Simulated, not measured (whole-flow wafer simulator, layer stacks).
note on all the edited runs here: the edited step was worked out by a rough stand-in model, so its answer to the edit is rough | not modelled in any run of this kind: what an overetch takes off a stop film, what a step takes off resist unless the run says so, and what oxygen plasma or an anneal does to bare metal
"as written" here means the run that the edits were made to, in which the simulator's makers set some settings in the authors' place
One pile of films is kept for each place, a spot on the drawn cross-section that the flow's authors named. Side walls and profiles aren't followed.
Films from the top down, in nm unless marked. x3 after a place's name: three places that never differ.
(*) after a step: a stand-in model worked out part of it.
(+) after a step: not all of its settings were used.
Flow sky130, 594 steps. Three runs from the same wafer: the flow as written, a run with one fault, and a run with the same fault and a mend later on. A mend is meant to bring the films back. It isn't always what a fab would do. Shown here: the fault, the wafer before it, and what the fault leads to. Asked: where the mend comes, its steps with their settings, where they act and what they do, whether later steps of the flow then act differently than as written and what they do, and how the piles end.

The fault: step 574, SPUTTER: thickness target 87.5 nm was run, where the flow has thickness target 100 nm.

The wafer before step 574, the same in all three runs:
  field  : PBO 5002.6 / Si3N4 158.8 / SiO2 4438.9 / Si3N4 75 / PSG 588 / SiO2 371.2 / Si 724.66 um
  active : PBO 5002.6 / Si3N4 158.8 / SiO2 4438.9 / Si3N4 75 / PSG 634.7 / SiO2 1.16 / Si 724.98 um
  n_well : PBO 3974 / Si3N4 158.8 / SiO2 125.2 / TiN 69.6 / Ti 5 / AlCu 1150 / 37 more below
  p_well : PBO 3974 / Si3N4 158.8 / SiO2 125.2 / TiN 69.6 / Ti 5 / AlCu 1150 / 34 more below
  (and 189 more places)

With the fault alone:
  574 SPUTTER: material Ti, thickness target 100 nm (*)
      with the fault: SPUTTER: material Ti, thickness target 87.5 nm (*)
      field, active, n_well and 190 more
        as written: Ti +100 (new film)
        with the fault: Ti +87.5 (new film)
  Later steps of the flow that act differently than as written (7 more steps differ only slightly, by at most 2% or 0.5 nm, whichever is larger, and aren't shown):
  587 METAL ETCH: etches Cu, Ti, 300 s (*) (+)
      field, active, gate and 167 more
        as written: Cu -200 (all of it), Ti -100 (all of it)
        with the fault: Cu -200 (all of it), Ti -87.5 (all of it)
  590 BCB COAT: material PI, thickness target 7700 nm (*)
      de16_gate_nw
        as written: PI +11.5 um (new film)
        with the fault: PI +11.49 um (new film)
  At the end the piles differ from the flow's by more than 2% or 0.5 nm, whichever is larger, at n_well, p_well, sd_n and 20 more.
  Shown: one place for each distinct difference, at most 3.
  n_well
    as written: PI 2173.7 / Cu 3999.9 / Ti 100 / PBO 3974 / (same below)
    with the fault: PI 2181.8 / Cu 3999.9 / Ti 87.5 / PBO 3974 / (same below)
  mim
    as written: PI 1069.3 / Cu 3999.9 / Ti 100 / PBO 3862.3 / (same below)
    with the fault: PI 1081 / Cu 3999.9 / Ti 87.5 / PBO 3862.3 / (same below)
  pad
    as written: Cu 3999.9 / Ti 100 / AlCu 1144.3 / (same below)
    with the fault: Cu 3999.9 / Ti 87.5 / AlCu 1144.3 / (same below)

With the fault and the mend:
  The mend comes after step 574.
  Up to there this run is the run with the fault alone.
  574a SPUTTER: material Ti, thickness target 12.5 nm (*) (the flow's step 574 once more, with other settings)
      field, active, n_well and 190 more
        Ti +12.5
  No later step of the flow acts differently than as written at any place that is followed.
  At the end the piles are the same as the flow's at every place that both follow.
